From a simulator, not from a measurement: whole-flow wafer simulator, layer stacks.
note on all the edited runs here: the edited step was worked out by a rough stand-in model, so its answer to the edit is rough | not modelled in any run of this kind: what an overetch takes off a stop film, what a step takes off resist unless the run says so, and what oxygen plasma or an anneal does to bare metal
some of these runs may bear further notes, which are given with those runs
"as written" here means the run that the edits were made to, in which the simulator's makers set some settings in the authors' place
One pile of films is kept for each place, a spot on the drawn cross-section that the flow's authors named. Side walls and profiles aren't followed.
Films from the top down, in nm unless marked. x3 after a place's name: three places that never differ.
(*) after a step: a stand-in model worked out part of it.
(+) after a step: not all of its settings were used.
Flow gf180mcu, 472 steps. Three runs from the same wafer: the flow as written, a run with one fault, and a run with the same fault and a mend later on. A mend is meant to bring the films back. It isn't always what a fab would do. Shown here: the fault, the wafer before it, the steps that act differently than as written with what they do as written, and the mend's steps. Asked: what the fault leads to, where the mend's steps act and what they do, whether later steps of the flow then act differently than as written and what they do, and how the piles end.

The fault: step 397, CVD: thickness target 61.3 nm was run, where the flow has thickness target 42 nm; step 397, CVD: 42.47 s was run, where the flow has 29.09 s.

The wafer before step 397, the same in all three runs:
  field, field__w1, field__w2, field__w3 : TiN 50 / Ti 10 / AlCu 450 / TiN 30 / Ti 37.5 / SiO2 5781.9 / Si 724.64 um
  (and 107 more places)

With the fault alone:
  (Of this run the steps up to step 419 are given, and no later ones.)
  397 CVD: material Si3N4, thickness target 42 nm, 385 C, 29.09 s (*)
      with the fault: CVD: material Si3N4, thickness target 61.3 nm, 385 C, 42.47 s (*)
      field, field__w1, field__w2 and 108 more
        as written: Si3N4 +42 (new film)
        with the fault: Si3N4 +61.3 (new film)
  Later steps of the flow that act differently than as written:
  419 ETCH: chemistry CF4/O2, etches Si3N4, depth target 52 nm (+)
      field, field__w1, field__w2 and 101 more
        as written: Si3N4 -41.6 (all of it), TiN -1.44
        with the fault: Si3N4 -52
  After step 419 the piles differ from the flow's by more than 2% or 0.5 nm, whichever is larger, at field, field__w1, field__w2 and 109 more.
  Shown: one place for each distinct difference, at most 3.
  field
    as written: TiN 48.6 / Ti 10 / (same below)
    with the fault: Si3N4 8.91 / TiN 50 / Ti 10 / (same below)
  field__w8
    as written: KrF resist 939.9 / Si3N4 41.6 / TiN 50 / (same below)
    with the fault: KrF resist 939.9 / Si3N4 60.9 / TiN 50 / (same below)
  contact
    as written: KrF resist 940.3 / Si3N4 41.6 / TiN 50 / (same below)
    with the fault: KrF resist 940.3 / Si3N4 60.9 / TiN 50 / (same below)

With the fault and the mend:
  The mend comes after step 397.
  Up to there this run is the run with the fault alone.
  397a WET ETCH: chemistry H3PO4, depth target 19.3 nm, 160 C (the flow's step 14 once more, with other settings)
      field, field__w1, field__w2 and 108 more
        Si3N4 -19.3
  No later step of the flow acts differently than as written, at any place that is followed, by more than 2% or 0.5 nm, whichever is larger.
  At the end the piles differ from the flow's only slightly at the places that both follow, by at most 2% or 0.5 nm, whichever is larger.
